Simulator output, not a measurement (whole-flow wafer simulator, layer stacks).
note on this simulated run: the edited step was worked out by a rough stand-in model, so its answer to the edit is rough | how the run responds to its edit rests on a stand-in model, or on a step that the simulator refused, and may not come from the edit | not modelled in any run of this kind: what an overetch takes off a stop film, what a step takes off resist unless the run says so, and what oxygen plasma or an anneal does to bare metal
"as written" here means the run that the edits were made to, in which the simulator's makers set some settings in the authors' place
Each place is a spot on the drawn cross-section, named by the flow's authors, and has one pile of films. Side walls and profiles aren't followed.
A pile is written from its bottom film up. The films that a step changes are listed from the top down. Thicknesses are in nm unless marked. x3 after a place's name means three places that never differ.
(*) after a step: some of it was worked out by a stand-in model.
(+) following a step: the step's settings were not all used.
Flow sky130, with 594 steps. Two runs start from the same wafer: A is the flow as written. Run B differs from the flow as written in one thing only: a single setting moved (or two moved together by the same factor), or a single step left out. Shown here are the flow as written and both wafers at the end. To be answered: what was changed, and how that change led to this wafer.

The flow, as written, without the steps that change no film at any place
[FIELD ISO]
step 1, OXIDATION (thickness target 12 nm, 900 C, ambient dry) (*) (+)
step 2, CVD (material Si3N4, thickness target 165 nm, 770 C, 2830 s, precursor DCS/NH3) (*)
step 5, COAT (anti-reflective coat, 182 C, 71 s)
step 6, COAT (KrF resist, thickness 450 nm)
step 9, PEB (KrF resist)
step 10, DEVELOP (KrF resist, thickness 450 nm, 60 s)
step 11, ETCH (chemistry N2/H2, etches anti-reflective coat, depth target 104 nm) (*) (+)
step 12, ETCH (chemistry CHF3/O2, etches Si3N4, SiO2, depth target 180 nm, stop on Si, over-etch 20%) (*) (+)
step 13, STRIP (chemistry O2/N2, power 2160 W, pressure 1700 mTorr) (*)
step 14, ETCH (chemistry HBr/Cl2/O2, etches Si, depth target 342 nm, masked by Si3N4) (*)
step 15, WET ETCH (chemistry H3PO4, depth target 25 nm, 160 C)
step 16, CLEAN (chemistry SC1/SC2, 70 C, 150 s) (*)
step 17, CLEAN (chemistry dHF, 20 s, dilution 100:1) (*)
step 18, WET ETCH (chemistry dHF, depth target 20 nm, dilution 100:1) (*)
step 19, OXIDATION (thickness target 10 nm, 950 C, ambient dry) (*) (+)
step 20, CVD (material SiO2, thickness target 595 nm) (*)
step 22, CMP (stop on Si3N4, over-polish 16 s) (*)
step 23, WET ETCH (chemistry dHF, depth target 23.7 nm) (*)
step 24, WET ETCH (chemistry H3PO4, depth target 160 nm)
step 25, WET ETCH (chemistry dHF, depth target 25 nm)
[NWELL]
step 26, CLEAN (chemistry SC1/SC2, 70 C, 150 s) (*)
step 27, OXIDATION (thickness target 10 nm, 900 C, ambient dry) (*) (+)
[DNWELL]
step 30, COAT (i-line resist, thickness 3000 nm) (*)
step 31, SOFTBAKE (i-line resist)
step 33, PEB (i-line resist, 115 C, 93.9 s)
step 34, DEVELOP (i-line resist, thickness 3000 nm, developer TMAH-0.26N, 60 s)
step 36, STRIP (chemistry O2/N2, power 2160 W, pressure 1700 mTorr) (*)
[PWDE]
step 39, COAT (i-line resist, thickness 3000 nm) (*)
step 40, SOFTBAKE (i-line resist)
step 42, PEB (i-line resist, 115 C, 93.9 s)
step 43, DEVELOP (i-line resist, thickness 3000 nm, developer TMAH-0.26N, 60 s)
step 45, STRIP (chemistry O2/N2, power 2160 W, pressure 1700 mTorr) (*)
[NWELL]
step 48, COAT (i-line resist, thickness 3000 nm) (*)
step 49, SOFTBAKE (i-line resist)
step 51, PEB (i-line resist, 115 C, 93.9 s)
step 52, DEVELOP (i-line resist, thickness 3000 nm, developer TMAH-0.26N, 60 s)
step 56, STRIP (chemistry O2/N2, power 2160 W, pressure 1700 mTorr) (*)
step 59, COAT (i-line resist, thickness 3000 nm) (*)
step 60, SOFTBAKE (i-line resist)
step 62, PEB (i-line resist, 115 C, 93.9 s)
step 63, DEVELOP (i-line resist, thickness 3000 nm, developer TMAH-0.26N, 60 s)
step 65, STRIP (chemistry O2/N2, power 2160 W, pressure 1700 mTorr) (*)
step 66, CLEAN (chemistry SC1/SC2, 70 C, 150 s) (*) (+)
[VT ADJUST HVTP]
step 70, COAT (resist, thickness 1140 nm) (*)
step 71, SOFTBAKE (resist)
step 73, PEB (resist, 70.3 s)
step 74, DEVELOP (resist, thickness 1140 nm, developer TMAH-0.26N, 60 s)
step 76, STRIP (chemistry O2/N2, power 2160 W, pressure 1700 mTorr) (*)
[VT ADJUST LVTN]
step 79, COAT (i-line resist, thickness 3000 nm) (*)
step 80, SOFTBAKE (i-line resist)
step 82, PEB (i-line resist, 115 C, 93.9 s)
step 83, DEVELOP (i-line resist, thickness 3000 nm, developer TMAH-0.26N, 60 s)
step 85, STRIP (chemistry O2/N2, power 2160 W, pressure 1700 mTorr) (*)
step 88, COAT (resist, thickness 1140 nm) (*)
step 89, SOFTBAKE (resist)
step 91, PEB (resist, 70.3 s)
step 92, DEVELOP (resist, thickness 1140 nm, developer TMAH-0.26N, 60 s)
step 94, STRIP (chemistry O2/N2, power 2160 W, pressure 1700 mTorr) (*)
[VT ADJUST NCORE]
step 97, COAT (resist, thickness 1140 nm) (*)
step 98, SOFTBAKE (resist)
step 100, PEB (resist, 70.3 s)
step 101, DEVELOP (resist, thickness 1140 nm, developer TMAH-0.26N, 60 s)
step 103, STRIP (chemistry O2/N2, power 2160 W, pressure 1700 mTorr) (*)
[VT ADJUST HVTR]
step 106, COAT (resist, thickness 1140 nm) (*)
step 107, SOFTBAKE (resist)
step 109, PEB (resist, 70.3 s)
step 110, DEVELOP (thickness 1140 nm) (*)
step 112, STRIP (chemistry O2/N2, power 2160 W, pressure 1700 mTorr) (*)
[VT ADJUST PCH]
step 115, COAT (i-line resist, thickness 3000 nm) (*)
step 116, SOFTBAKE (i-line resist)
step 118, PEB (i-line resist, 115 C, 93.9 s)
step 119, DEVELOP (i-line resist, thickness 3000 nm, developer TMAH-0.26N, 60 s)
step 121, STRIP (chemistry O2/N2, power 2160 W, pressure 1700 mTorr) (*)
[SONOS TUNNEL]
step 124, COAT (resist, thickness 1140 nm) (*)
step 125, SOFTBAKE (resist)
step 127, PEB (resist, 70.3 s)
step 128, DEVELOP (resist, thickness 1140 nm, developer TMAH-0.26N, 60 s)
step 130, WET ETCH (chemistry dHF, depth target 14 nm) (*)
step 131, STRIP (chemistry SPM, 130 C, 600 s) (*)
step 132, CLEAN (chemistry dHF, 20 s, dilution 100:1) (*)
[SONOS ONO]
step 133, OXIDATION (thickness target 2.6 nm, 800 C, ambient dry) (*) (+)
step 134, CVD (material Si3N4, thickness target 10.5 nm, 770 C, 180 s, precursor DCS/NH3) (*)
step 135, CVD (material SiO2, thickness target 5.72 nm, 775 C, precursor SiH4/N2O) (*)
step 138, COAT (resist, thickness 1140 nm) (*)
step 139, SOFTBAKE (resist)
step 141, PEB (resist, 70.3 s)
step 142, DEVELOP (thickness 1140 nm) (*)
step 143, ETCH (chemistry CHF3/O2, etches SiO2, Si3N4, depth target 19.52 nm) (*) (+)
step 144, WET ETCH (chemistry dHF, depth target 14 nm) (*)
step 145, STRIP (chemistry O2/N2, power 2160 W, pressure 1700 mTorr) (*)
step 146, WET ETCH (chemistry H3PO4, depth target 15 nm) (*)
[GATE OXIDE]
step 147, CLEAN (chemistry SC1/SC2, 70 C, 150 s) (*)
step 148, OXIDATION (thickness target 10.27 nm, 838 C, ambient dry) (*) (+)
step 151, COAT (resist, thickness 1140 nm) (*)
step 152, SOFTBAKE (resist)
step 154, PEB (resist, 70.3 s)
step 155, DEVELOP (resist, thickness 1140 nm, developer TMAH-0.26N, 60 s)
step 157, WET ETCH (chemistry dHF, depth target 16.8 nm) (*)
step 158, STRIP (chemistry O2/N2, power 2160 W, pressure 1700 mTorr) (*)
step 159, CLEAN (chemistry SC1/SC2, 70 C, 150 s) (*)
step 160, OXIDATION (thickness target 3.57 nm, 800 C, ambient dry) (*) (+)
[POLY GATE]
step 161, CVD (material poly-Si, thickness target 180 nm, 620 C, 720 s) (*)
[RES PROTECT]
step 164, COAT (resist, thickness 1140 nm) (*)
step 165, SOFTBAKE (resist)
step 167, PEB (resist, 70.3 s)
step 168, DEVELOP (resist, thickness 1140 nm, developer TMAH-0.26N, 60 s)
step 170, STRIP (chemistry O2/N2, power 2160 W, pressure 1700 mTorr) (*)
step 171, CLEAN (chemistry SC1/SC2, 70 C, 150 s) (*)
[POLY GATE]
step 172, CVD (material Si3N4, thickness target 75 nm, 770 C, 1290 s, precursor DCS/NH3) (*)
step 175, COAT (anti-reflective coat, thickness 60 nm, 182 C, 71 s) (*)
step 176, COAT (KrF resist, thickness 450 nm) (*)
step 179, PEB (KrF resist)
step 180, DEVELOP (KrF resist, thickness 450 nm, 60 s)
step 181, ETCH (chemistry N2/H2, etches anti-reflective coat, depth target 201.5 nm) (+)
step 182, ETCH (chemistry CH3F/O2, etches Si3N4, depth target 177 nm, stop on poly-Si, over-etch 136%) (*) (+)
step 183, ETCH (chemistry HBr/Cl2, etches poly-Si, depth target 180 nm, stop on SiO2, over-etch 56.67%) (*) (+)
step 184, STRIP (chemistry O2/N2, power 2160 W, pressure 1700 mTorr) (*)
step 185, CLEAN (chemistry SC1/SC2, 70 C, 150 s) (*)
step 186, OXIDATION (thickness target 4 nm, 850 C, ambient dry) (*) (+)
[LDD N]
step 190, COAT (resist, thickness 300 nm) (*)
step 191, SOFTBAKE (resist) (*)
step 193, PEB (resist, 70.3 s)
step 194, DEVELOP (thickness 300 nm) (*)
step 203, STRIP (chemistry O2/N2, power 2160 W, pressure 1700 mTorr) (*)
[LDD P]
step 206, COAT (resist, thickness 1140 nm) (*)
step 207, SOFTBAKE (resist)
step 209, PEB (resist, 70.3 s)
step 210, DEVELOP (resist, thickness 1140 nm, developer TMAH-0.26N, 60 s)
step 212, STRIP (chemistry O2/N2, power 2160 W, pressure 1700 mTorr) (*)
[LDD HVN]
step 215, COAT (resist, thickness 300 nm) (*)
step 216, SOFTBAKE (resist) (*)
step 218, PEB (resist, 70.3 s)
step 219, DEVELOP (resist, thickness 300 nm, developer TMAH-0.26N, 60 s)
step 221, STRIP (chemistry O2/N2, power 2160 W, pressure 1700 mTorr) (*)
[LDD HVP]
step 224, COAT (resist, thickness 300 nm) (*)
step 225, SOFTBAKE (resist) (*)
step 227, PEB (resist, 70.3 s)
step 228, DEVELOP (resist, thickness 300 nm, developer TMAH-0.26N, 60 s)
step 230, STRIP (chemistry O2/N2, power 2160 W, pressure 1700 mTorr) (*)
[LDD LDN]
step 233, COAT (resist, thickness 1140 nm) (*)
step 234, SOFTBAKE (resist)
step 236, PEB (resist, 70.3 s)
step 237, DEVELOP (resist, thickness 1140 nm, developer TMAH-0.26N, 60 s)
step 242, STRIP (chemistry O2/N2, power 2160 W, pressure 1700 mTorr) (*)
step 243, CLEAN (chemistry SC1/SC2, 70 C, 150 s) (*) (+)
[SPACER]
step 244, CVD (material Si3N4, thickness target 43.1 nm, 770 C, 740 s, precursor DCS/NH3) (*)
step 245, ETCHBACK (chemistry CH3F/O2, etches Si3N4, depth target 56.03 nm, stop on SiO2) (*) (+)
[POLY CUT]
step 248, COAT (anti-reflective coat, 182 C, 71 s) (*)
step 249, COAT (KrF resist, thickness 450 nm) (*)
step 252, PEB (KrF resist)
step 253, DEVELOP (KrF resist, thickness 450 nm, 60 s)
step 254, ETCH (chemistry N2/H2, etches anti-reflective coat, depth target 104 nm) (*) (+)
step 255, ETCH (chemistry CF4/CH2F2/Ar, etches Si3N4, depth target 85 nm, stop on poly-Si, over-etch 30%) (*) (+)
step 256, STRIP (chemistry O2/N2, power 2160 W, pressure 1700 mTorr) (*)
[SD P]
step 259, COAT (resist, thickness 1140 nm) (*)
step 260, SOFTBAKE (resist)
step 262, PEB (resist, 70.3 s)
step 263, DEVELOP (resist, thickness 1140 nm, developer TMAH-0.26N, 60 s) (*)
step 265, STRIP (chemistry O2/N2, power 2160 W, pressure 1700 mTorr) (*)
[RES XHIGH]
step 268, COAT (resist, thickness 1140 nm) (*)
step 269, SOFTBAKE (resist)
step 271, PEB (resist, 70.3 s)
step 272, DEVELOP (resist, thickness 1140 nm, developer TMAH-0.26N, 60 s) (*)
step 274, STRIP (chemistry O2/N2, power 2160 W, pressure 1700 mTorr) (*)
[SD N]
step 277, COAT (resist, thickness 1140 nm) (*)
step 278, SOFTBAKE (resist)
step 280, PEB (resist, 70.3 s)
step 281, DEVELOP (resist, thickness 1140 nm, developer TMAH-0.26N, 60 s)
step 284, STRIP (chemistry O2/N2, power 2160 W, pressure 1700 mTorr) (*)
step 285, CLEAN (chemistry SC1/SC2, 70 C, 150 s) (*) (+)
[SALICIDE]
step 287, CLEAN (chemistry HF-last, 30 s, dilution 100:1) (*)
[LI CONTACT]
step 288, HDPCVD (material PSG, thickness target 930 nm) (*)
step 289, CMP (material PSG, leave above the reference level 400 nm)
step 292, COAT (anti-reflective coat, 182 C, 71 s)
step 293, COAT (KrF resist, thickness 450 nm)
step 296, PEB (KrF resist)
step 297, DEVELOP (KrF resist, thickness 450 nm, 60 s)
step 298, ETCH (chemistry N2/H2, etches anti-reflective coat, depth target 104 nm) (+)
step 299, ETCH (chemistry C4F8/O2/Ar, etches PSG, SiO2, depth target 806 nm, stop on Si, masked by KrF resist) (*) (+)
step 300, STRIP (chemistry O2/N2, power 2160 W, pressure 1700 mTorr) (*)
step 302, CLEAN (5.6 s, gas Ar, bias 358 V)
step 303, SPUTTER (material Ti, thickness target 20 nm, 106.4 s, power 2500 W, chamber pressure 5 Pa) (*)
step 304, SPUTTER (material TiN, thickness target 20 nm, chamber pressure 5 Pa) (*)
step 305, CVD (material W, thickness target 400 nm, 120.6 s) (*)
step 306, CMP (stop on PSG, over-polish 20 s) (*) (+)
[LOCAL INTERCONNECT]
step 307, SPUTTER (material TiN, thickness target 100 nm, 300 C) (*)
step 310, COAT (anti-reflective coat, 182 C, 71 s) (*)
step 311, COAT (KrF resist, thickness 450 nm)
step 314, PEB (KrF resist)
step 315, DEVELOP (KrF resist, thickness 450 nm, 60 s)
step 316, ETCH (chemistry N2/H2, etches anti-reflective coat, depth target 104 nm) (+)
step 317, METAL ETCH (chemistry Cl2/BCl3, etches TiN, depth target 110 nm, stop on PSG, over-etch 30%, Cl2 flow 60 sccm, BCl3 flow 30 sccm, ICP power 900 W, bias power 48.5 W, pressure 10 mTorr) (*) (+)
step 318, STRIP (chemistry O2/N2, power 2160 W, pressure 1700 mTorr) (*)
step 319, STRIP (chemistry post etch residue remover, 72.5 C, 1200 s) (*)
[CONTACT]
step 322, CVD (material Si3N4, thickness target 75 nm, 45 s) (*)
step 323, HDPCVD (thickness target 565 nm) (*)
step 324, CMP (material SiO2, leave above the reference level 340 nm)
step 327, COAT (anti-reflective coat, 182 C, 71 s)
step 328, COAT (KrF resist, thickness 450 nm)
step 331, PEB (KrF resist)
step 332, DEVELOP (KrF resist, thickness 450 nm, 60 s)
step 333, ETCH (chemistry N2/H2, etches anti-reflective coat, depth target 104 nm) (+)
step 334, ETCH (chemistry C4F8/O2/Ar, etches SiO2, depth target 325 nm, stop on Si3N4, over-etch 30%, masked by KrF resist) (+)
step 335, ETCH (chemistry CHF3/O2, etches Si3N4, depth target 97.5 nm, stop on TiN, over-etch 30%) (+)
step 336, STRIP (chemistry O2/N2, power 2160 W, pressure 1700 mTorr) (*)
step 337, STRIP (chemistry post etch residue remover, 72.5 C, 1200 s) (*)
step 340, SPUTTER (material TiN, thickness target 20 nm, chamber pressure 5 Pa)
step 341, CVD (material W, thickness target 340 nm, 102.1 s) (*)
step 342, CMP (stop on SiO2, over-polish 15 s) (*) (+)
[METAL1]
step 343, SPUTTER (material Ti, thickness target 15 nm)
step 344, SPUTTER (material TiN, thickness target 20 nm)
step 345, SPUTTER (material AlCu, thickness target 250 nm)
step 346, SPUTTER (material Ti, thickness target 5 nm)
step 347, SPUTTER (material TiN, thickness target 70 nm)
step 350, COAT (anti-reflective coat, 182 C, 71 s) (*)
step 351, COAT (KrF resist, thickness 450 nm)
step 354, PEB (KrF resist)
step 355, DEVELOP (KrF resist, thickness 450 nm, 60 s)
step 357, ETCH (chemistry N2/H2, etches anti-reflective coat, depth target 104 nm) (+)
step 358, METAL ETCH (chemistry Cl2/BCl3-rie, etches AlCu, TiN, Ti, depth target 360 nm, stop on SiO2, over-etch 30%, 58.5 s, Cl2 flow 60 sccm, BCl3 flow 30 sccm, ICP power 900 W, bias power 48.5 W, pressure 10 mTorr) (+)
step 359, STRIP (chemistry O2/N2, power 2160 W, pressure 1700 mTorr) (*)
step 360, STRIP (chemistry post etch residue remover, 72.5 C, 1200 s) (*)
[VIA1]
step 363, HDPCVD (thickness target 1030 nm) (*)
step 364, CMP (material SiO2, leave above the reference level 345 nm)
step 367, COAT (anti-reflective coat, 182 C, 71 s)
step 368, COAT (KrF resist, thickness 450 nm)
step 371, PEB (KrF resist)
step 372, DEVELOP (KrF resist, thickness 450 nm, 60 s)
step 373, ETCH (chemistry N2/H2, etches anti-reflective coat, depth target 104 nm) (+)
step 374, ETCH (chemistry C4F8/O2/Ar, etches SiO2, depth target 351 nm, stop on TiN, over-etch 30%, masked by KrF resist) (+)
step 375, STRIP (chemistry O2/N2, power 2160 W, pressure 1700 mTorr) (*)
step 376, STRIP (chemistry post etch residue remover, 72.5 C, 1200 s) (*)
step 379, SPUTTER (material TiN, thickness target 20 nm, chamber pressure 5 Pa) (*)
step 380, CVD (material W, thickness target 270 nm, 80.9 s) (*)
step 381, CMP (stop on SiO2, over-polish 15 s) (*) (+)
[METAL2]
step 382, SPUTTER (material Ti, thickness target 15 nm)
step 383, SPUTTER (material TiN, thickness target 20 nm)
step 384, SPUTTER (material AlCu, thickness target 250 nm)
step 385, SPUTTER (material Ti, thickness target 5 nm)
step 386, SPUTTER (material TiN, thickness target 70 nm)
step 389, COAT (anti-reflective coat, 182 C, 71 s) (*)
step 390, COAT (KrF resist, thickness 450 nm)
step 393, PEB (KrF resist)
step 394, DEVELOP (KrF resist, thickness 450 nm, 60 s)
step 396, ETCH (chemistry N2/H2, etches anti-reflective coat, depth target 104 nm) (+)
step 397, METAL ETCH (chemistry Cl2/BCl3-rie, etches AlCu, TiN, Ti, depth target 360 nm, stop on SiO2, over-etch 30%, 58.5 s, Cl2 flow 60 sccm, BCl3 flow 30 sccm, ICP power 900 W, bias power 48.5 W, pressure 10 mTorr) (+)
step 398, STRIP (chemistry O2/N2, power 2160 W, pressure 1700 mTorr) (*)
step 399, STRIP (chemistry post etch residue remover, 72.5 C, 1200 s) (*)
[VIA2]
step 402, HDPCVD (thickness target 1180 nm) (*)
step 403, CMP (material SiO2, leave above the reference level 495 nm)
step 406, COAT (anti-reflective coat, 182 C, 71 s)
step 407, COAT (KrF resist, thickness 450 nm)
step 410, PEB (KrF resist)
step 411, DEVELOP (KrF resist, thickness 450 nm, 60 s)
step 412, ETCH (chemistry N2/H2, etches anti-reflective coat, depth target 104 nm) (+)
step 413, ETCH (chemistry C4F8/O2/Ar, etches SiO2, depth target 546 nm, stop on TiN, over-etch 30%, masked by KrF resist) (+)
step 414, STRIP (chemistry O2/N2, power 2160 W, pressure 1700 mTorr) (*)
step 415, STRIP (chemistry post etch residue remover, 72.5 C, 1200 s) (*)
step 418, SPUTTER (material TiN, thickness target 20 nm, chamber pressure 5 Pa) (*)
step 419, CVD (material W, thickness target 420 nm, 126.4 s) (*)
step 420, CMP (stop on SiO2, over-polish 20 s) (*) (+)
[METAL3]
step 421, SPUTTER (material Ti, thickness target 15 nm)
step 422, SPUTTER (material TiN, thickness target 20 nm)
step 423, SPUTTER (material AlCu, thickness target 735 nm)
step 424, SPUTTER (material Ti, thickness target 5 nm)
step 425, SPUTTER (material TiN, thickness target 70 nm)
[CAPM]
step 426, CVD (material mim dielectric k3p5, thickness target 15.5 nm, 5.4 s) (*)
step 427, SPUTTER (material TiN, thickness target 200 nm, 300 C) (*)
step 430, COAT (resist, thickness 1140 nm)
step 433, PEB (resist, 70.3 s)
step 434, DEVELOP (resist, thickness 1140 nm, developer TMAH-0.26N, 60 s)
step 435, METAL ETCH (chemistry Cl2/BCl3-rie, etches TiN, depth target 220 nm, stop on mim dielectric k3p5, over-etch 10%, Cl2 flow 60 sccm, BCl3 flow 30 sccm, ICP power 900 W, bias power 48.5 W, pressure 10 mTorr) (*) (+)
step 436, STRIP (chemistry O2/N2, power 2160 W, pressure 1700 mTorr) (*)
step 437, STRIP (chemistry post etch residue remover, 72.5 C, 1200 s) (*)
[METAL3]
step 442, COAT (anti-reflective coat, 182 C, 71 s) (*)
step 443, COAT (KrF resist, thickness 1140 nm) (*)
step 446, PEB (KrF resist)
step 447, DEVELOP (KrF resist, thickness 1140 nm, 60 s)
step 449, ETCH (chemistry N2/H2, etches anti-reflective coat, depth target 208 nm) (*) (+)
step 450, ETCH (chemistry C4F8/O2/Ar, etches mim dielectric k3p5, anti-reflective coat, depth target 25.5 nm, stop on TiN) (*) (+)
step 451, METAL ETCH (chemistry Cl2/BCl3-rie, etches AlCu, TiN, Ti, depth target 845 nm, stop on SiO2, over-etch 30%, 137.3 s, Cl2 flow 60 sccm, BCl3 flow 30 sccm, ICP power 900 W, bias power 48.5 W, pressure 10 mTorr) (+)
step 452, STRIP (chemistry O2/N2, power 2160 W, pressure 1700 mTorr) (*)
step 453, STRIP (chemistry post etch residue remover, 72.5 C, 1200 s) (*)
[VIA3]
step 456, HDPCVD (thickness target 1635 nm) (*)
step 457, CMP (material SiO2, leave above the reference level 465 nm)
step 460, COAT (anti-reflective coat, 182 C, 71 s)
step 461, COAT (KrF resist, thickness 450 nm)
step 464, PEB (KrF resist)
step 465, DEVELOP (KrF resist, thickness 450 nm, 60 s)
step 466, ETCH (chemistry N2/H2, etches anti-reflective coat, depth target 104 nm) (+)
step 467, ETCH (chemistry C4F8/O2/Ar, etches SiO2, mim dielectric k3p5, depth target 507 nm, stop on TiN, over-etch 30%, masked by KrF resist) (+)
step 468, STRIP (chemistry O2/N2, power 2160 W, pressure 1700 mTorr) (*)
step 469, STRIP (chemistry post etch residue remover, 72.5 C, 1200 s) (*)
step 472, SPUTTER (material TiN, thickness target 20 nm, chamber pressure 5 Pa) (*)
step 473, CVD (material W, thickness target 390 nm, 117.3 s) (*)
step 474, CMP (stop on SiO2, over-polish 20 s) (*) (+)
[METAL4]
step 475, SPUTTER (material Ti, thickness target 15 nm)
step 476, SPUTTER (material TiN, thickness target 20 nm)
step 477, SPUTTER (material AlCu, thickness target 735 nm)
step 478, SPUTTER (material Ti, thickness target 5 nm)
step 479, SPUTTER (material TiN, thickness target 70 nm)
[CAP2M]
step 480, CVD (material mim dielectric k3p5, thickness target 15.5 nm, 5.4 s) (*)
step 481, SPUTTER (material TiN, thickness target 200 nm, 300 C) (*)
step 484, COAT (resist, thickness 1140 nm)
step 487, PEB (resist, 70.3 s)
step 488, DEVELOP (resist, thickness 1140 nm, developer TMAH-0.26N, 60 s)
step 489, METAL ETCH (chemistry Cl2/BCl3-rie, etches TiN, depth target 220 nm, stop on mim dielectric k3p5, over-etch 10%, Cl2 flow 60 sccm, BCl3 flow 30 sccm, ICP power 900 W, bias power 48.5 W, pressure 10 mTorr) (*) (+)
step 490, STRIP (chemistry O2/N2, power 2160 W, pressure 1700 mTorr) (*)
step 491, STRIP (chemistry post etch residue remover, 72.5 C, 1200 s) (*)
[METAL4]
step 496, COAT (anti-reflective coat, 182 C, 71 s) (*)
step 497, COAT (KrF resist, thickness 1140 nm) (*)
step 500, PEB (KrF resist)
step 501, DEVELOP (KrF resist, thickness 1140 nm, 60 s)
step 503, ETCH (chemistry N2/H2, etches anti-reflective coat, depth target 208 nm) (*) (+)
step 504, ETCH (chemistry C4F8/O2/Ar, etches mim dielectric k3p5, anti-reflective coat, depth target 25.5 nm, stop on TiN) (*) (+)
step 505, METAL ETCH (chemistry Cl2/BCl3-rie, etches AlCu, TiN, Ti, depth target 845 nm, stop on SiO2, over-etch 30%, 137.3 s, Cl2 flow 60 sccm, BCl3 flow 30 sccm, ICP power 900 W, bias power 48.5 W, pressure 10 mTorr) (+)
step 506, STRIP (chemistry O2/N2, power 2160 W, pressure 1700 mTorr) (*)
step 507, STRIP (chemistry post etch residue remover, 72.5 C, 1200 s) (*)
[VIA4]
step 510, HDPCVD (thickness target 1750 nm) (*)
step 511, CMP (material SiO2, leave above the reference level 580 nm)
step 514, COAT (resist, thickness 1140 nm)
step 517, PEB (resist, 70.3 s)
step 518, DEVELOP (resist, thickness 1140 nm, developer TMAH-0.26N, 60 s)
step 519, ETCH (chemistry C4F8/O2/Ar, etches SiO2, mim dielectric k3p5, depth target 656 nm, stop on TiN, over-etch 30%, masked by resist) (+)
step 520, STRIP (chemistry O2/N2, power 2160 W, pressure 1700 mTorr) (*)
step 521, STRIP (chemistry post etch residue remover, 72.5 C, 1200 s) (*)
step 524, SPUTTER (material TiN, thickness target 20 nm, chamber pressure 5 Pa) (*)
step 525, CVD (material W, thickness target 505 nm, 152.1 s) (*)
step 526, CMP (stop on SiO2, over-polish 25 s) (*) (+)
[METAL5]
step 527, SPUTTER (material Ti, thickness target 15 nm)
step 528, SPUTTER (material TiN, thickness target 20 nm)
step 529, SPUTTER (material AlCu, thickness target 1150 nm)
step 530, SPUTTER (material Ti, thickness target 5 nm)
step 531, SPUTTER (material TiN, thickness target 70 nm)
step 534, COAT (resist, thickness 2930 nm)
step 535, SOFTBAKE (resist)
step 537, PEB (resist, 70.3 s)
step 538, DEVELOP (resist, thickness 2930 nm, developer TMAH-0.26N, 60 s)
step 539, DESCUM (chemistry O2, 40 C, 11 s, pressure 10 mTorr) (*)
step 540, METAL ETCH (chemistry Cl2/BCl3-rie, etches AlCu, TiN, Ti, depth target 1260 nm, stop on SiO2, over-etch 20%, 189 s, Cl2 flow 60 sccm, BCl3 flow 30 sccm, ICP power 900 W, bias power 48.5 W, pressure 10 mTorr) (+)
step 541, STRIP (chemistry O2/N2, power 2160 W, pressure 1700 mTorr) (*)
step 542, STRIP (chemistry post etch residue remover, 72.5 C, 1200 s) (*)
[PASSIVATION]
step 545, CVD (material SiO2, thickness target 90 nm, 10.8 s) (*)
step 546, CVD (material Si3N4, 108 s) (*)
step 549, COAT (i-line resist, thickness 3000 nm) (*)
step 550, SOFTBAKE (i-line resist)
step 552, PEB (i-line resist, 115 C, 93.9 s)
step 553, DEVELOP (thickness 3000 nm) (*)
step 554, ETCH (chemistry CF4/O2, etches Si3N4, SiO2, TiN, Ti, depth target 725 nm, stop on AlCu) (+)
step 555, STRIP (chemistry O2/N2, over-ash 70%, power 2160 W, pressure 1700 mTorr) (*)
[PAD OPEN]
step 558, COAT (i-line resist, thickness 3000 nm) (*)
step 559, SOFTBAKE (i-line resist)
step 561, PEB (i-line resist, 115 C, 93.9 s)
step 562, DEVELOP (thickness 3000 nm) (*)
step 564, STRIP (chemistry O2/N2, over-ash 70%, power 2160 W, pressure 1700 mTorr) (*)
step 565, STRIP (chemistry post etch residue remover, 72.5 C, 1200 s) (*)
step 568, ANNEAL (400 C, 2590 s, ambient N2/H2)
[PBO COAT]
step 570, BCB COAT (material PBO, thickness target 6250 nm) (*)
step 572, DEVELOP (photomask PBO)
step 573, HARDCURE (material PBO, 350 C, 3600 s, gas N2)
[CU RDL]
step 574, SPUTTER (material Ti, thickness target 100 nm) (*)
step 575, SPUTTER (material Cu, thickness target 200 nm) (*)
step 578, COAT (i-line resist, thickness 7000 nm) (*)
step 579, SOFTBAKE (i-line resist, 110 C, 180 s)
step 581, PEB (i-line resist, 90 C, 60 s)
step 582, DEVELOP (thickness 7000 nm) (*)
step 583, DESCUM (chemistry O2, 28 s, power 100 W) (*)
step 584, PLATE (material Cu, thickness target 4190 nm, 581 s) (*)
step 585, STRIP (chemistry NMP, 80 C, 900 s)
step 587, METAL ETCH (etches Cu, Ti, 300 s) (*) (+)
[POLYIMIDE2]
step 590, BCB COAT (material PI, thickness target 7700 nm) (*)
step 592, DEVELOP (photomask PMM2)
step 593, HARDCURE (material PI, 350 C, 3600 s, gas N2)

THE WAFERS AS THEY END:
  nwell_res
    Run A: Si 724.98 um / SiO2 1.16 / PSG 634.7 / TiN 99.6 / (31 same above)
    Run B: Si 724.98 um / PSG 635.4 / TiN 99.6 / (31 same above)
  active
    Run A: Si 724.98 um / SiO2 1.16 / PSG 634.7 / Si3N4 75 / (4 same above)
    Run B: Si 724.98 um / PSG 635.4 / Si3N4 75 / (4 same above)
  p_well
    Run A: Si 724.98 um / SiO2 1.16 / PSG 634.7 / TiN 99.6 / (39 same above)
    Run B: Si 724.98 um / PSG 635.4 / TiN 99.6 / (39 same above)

Cause: step 186, OXIDATION: 786 C was run, while the flow as written has 850 C.

Step by step, how the change led to this:
  step 186, OXIDATION (thickness target 4 nm, 850 C, ambient dry) (*) (+)
      active, p_well, spacer and 26 more: A +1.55 SiO2, -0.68 Si | B +0.52 SiO2, -0.23 Si
      pwell_dnw, sd_hvn, dext_ntap_nw and 17 more: A +0.94 SiO2, -0.41 Si | B +0.39 SiO2, -0.17 Si
      (also at 1 further place)
  step 248, COAT (anti-reflective coat, 182 C, 71 s) (*)
      gate_p_hv: A +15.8 anti-reflective coat (new film) | B +15 anti-reflective coat (new film)
  step 256, STRIP (chemistry O2/N2, power 2160 W, pressure 1700 mTorr) (*)
      gate_p_hv: A -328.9 KrF resist (all of it), -15.8 anti-reflective coat (all of it) | B -329.5 KrF resist (all of it), -15 anti-reflective coat (all of it)
  step 287, CLEAN (chemistry HF-last, 30 s, dilution 100:1) (*)
      active, p_well, sd_n and 19 more: A -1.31 SiO2 | B -1.43 SiO2 (all of it)
  step 299, ETCH (chemistry C4F8/O2/Ar, etches PSG, SiO2, depth target 806 nm, stop on Si, masked by KrF resist) (*) (+)
      contact, ndiff_licon, ndiff_licon_cpp: A -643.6 PSG (all of it), -1.16 SiO2 (all of it) | B -644.3 PSG (all of it)
